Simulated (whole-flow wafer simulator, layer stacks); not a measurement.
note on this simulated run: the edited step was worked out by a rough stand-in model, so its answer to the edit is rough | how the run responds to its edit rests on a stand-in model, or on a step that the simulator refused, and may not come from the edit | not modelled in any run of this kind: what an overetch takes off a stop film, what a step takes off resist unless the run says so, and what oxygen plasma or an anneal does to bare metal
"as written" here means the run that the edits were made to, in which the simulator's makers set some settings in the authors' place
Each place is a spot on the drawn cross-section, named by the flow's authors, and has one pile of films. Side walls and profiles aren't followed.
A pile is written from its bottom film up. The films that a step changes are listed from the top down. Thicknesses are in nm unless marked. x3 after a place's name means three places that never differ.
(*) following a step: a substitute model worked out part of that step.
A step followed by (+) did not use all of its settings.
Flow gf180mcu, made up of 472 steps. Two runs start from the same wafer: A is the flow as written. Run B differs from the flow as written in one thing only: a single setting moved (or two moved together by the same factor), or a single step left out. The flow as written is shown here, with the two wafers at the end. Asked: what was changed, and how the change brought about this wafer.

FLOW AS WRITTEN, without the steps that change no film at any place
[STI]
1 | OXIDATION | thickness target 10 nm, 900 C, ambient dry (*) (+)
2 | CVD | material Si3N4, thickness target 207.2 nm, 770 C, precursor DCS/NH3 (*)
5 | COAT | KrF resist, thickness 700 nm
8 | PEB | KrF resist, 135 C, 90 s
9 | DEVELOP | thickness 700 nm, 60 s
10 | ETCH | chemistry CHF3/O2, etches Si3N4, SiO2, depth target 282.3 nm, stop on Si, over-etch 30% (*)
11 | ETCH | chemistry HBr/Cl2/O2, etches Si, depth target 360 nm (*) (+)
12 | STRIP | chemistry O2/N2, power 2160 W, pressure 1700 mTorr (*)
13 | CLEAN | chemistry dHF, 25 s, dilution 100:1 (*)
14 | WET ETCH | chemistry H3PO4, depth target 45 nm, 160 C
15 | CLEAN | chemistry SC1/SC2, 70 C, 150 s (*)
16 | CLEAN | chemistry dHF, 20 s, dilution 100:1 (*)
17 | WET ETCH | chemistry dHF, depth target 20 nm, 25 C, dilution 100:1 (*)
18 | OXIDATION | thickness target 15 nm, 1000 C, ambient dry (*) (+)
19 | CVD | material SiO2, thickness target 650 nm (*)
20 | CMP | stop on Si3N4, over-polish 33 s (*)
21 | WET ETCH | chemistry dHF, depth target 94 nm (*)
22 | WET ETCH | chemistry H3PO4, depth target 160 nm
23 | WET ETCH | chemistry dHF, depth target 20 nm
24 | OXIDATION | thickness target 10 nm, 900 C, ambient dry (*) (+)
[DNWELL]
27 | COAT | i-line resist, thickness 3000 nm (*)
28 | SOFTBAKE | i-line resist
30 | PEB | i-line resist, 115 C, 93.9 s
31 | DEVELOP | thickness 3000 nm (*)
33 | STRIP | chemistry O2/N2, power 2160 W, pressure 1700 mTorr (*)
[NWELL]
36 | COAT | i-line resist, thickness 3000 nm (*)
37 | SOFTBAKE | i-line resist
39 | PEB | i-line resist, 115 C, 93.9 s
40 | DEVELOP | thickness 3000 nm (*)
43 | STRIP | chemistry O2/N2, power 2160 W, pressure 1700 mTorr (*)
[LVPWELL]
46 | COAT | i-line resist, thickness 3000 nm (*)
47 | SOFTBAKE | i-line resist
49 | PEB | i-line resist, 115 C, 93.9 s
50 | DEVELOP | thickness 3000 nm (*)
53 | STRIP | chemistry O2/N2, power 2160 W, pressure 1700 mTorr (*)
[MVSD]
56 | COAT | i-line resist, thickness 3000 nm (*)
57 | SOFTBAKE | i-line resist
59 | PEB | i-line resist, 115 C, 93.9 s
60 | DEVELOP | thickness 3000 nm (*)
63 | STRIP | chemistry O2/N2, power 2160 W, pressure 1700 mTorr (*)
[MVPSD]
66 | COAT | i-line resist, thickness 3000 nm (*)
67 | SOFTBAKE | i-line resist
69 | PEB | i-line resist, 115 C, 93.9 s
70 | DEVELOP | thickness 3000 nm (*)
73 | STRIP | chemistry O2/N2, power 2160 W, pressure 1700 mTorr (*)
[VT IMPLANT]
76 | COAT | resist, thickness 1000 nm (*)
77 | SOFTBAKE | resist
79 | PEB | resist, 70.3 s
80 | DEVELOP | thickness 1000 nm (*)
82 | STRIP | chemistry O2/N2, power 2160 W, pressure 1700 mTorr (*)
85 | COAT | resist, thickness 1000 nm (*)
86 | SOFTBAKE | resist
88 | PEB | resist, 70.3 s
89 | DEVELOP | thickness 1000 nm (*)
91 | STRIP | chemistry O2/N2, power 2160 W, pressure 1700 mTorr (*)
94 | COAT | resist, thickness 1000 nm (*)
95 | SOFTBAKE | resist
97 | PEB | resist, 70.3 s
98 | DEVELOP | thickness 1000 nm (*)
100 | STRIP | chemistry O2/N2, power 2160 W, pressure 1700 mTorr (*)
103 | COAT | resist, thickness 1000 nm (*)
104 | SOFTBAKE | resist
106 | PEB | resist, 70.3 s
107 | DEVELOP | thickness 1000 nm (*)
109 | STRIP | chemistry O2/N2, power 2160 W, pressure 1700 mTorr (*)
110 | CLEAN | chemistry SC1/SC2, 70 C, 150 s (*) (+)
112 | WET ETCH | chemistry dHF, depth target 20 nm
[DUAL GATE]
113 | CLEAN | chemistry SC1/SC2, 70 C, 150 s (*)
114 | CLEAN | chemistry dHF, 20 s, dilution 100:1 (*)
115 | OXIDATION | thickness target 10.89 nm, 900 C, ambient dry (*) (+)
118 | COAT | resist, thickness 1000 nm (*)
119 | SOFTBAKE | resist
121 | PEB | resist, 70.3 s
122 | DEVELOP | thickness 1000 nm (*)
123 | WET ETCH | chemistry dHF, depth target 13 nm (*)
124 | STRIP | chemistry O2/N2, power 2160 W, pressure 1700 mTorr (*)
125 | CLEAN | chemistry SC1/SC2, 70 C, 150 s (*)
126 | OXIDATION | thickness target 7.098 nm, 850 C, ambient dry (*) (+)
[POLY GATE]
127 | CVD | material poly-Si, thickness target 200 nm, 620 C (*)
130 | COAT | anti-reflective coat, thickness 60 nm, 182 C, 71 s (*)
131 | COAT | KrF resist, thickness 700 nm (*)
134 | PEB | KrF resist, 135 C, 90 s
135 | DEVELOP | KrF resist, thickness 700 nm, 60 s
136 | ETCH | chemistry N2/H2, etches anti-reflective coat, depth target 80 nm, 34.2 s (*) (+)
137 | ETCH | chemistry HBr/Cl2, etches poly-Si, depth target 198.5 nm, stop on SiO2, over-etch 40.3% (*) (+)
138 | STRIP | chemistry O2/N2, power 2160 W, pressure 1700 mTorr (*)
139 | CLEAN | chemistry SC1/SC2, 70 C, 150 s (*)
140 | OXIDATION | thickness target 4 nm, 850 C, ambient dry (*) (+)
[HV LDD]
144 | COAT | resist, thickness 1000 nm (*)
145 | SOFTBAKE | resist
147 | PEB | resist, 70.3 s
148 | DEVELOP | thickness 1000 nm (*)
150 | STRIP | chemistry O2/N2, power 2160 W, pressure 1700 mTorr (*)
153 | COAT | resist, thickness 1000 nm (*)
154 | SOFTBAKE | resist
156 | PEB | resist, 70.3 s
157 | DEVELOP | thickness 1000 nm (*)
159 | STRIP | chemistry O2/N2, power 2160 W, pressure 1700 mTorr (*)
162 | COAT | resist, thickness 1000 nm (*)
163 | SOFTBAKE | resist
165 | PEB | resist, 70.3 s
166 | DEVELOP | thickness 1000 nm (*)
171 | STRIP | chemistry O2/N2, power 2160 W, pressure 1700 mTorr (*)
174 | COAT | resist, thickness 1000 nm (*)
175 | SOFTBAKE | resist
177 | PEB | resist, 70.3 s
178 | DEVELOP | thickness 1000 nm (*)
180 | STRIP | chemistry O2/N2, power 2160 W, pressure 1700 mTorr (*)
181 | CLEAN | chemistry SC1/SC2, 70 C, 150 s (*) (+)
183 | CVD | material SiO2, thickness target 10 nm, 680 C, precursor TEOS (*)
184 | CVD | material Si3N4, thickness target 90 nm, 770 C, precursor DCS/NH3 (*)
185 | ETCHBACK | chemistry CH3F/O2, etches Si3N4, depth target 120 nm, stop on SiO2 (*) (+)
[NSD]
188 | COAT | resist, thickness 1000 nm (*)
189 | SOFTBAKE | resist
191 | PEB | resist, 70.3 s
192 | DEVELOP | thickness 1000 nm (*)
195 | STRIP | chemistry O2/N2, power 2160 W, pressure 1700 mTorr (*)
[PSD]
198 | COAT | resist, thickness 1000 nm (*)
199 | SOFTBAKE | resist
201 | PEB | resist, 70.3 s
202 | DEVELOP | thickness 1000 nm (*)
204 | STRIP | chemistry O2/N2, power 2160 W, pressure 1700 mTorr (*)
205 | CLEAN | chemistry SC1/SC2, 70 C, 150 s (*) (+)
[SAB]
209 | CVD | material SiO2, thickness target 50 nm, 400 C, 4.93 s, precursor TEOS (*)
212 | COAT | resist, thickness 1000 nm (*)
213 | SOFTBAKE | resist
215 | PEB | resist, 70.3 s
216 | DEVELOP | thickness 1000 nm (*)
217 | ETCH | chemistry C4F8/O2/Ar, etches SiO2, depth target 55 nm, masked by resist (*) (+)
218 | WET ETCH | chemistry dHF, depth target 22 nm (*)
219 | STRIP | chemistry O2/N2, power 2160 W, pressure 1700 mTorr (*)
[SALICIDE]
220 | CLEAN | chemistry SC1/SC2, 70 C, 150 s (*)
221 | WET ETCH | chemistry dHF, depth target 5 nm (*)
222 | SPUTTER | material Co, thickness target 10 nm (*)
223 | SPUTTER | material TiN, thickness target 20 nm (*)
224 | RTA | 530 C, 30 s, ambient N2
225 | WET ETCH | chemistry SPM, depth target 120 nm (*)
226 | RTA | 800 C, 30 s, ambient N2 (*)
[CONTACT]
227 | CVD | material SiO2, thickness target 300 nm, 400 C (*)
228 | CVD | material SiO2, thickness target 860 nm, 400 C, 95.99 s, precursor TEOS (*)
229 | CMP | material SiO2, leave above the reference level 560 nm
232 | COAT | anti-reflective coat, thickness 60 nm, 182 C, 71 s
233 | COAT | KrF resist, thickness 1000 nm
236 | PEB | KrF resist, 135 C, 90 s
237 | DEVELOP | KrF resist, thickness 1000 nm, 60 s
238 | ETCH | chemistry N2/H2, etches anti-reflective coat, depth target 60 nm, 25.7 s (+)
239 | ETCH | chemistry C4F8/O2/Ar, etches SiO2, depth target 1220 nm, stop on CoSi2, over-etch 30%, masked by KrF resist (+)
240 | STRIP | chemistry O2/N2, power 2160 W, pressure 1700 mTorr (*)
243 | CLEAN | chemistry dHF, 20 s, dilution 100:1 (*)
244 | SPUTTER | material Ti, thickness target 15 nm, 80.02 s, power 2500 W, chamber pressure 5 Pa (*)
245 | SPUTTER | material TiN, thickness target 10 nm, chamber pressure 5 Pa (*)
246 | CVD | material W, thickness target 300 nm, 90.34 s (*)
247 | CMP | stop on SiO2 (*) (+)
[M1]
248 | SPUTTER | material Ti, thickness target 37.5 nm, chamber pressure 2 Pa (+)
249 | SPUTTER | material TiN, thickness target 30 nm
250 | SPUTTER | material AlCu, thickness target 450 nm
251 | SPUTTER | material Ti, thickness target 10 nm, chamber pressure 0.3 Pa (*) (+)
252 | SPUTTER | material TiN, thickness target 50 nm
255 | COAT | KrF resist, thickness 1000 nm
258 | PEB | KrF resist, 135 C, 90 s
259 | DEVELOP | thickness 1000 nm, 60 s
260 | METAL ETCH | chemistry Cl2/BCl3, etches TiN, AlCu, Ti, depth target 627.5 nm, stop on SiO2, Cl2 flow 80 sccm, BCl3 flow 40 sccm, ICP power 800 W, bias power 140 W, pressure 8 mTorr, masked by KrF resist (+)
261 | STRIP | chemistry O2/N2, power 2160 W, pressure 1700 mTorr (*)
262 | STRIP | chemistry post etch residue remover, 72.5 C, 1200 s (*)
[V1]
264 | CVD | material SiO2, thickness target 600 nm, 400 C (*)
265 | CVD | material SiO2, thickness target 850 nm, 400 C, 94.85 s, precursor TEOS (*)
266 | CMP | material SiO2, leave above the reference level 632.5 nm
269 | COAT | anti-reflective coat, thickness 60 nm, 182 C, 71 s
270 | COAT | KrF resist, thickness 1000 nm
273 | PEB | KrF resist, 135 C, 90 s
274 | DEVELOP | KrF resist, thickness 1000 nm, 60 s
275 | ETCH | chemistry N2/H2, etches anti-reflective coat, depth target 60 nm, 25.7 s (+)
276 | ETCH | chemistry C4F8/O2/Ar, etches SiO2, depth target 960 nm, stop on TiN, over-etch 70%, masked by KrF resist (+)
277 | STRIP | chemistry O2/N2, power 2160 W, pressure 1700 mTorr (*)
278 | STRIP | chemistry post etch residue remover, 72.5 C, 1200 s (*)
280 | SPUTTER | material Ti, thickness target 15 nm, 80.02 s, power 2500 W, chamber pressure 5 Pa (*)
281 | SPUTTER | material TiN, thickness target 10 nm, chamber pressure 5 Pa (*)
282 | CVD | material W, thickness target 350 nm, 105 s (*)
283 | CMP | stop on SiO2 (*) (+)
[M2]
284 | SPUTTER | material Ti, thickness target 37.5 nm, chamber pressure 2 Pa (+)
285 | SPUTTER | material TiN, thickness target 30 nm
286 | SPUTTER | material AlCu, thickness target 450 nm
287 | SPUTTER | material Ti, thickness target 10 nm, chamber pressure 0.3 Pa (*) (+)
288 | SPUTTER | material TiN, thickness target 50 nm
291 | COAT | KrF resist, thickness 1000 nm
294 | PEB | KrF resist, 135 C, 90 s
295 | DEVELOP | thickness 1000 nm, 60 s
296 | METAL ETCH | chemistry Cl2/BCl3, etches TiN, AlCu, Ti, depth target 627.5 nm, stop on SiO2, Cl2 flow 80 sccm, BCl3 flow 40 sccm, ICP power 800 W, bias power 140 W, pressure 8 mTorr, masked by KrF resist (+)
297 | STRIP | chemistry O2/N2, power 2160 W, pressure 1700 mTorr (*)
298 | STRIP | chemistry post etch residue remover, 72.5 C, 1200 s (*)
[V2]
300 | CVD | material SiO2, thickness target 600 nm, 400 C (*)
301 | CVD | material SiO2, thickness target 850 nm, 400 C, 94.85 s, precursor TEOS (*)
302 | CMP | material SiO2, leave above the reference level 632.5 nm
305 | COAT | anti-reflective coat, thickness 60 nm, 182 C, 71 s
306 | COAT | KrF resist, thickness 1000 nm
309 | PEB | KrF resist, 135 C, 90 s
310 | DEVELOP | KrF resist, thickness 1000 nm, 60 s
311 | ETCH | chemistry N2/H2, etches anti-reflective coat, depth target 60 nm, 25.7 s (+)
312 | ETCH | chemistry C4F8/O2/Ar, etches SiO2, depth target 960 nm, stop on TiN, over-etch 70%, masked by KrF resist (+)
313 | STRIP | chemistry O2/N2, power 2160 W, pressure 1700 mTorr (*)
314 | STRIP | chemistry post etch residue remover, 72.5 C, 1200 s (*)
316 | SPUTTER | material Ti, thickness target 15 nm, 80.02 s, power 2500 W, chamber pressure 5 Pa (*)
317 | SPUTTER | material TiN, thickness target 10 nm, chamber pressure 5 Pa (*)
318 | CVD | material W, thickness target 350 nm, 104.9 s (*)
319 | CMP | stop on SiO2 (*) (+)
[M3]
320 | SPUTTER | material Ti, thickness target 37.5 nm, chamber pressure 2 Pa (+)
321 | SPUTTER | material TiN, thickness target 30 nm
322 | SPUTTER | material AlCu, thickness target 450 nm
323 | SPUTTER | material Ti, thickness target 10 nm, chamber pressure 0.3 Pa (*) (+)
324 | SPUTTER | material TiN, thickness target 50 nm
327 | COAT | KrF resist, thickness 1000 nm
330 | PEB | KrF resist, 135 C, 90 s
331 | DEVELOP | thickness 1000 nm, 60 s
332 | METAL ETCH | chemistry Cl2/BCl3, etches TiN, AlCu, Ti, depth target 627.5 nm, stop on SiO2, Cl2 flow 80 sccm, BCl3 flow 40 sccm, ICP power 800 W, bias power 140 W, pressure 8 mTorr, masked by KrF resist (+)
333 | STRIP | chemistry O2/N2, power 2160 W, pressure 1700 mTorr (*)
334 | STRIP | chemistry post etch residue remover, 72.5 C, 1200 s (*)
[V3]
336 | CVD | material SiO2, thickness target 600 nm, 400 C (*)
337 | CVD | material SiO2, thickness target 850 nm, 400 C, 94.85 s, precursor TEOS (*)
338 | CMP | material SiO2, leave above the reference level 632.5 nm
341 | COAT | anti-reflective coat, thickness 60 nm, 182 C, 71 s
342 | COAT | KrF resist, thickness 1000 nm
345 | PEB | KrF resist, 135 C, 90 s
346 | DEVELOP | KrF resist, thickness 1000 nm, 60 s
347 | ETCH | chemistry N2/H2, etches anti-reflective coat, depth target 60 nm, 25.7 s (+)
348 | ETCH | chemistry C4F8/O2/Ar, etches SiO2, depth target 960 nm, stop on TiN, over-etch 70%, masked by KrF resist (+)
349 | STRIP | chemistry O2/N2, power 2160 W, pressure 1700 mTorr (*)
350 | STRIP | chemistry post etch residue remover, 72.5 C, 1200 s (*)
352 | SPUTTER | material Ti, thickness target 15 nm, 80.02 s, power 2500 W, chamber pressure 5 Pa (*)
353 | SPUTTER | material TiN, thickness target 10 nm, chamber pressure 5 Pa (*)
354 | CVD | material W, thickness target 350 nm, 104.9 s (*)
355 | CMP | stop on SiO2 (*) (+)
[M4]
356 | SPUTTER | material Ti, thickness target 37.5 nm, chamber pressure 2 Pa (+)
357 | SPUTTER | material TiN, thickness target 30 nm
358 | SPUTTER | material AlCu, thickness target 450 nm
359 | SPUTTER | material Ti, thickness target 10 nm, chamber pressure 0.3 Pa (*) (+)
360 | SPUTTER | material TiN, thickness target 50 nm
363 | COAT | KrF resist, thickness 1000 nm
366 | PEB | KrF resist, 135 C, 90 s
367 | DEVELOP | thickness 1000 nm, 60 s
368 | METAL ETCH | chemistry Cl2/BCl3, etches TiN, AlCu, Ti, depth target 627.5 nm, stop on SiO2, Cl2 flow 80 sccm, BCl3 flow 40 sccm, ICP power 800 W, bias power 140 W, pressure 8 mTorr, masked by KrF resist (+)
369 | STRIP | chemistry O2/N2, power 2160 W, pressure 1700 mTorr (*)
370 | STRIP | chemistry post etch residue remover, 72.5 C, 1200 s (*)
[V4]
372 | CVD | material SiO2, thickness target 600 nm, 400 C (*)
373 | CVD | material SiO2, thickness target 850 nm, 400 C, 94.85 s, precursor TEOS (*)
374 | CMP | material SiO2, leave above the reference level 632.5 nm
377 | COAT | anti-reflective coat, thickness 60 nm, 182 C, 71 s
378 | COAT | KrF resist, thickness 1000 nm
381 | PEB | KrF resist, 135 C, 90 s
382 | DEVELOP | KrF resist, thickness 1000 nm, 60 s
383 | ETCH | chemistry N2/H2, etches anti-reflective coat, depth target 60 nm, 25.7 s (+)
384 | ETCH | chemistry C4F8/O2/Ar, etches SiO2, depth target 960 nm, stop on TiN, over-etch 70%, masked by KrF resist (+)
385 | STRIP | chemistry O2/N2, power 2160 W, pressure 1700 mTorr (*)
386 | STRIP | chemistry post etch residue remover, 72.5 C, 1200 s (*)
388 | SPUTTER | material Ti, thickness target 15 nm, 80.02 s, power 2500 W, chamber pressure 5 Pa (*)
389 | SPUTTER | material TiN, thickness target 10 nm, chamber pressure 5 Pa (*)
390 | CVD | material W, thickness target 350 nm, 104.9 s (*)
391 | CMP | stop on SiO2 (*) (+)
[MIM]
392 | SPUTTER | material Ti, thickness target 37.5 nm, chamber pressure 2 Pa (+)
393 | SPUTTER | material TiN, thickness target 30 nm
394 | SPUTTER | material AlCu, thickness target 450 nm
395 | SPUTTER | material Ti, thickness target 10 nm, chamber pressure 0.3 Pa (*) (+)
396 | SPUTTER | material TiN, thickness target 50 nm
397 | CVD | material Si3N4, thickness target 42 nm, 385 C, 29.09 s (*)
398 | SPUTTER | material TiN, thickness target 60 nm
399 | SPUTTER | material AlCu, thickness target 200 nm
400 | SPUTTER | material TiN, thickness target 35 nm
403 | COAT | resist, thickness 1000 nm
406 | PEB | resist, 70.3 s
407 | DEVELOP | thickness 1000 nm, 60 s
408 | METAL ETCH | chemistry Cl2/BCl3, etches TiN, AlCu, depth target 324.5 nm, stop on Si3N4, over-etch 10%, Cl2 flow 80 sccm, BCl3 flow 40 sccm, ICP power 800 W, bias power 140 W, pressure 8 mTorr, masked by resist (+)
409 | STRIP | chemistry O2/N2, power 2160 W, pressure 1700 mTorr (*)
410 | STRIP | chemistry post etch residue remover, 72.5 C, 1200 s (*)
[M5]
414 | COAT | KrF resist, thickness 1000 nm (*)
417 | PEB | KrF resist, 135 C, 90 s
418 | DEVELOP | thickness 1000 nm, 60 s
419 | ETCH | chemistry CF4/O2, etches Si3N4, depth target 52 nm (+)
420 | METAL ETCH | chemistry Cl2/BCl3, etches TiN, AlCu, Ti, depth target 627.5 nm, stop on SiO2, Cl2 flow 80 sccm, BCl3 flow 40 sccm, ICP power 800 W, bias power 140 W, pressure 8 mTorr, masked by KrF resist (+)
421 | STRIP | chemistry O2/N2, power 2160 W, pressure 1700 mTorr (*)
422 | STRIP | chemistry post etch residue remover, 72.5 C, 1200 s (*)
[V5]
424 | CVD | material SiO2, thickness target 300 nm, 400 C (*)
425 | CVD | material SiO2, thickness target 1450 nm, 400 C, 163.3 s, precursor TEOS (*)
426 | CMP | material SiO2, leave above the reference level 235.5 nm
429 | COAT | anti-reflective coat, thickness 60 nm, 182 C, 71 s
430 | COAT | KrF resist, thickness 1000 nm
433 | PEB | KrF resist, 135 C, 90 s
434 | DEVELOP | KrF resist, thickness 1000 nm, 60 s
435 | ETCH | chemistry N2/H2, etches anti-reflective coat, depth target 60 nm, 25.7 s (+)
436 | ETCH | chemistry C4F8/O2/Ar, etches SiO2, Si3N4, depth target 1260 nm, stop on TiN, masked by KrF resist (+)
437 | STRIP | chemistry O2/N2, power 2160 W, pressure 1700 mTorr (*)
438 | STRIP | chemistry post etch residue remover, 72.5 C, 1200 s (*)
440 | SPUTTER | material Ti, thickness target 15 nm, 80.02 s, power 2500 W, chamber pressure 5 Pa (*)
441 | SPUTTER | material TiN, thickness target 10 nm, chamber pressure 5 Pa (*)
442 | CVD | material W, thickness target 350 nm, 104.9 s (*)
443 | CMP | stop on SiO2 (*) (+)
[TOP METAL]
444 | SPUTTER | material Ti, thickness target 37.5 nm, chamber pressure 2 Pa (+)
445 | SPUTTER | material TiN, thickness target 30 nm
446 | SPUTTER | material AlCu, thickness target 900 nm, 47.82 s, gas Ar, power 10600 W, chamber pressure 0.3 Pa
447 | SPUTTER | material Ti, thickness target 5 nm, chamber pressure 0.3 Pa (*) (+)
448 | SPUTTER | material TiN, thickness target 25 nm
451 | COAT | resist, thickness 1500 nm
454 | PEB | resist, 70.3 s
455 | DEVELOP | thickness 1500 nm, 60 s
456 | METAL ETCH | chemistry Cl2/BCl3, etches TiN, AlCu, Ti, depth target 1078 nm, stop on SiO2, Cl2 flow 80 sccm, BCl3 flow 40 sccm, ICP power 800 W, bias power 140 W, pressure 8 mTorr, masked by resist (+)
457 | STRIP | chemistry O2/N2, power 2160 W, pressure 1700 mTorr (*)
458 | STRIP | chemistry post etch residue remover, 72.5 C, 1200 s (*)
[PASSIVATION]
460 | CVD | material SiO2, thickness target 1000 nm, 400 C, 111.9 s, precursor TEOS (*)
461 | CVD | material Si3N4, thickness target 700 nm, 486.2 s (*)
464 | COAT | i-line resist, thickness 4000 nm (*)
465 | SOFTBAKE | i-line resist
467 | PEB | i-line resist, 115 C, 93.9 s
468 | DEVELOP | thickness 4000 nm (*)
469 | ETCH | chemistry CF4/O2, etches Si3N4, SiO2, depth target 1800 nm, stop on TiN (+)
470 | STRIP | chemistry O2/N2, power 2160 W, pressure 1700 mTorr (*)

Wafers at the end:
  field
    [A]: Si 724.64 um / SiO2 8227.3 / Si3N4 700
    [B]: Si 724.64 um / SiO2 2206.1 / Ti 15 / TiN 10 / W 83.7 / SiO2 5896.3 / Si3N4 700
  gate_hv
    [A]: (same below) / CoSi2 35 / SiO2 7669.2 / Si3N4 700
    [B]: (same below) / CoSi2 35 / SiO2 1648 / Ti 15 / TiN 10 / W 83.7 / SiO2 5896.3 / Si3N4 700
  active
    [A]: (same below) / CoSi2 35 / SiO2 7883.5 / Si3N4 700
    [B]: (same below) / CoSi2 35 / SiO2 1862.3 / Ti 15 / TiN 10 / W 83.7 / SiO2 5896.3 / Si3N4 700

Cause: step 265, CVD: thickness target 400 nm was run, while the flow as written has thickness target 850 nm; step 265, CVD: 44.58 s was run, where the flow has 94.85 s.

The path from the change to this, step by step:
  265 | CVD | material SiO2, thickness target 850 nm, 400 C, 94.85 s, precursor TEOS (*)
      field, field__w1, field__w2 and 108 more: A SiO2 gains 850 | B SiO2 gains 409.1
  266 | CMP | material SiO2, leave above the reference level 632.5 nm
      field, field__w1, field__w2 and 99 more: A SiO2 loses 300 | B nothing
      field__w8, contact, m1 and 6 more: A SiO2 loses 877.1 | B SiO2 loses 436.1
  269 | COAT | anti-reflective coat, thickness 60 nm, 182 C, 71 s
      gate, gate_nat: A anti-reflective coat gains 60 (new film) | B anti-reflective coat gains 61.7 (new film)
      field: A anti-reflective coat gains 60 (new film) | B anti-reflective coat gains 117.1 (new film)
      (and at 19 other places as well)
  270 | COAT | KrF resist, thickness 1000 nm
      field: A KrF resist gains 1000 (new film) | B KrF resist gains 978.5 (new film)
      field__w1: A KrF resist gains 1000 (new film) | B KrF resist gains 976.1 (new film)
      (and at 9 other places as well)
  273 | PEB | KrF resist, 135 C, 90 s
      contact: A KrF resist loses 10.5 | B KrF resist loses 9.39
      m1: A KrF resist loses 10.5 | B KrF resist loses 9.12
      (and at 3 other places as well)
  274 | DEVELOP | KrF resist, thickness 1000 nm, 60 s
      contact: A KrF resist loses 989.5 (all of it) | B KrF resist loses 917.4 (all of it)
  275 | ETCH | chemistry N2/H2, etches anti-reflective coat, depth target 60 nm, 25.7 s (+)
      contact: A anti-reflective coat loses 60 (all of it), SiO2 loses 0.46 | B anti-reflective coat loses 22.8 (all of it), SiO2 loses 1.42
  277 | STRIP | chemistry O2/N2, power 2160 W, pressure 1700 mTorr (*)
      field: A KrF resist loses 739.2 (all of it), anti-reflective coat loses 60 (all of it) | B KrF resist loses 717.9 (all of it), anti-reflective coat loses 117.1 (all of it)
      field__w1: A KrF resist loses 739.2 (all of it), anti-reflective coat loses 60 (all of it) | B KrF resist loses 715.5 (all of it), anti-reflective coat loses 87.2 (all of it)
      (and at 19 other places as well)
  280 | SPUTTER | material Ti, thickness target 15 nm, 80.02 s, power 2500 W, chamber pressure 5 Pa (*)
      contact: A Ti gains 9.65 (new film) | B Ti gains 10.5 (new film)
  281 | SPUTTER | material TiN, thickness target 10 nm, chamber pressure 5 Pa (*)
      contact: A TiN gains 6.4 (new film) | B TiN gains 6.97 (new film)
  282 | CVD | material W, thickness target 350 nm, 105 s (*)
      contact: A W gains 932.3 (new film) | B W gains 789.9 (new film)
  283 | CMP | stop on SiO2 (*) (+)
      field, field__w1, field__w2 and 99 more: A W loses 350 (all of it), TiN loses 10 (all of it), Ti loses 15 (all of it), SiO2 loses 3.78 | B W loses 254.1
      field__w8, m1, m1__w1, polyc_n, polyc_n_rim, polyc_p, polyc_p_rim, m1_nw: A W loses 350 (all of it), TiN loses 10 (all of it), Ti loses 15 (all of it), SiO2 loses 3.78 | B W loses 350 (all of it), TiN loses 10 (all of it), Ti loses 15 (all of it), SiO2 loses 20
      (and at 1 other place as well)
  296 | METAL ETCH | chemistry Cl2/BCl3, etches TiN, AlCu, Ti, depth target 627.5 nm, stop on SiO2, Cl2 flow 80 sccm, BCl3 flow 40 sccm, ICP power 800 W, bias power 140 W, pressure 8 mTorr, masked by KrF resist (+)
      field, field__w1, field__w2 and 99 more: A TiN loses 50 (all of it), Ti loses 10 (all of it), AlCu loses 450 (all of it), TiN loses 30 (all of it), Ti loses 37.5 (all of it) | B TiN loses 50 (all of it), Ti loses 10 (all of it), AlCu loses 450 (all of it), TiN loses 30 (all of it), Ti loses 37.5 (all of it), W loses 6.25
  298 | STRIP | chemistry post etch residue remover, 72.5 C, 1200 s (*)
      field, field__w1, field__w2 and 99 more: A nothing | B W loses 6.01
  300 | CVD | material SiO2, thickness target 600 nm, 400 C (*)
      field, field__w1, field__w2 and 99 more: A SiO2 gains 600 | B SiO2 gains 600 (new film)
  302 | CMP | material SiO2, leave above the reference level 632.5 nm
      field, field__w1, field__w2 and 99 more: A SiO2 loses 300 | B SiO2 loses 287.7
If metal films that touch count as one body, field has 1 body; the flow as written gives 0 bodies.
If metal films that touch count as one body, gate_hv has 2 bodies (between them, from the top down: SiO2 1648); the flow as written gives 1 body.
If metal films that touch count as one body, active has 2 bodies (between them, from the top down: SiO2 1862.3); the flow as written gives 1 body.
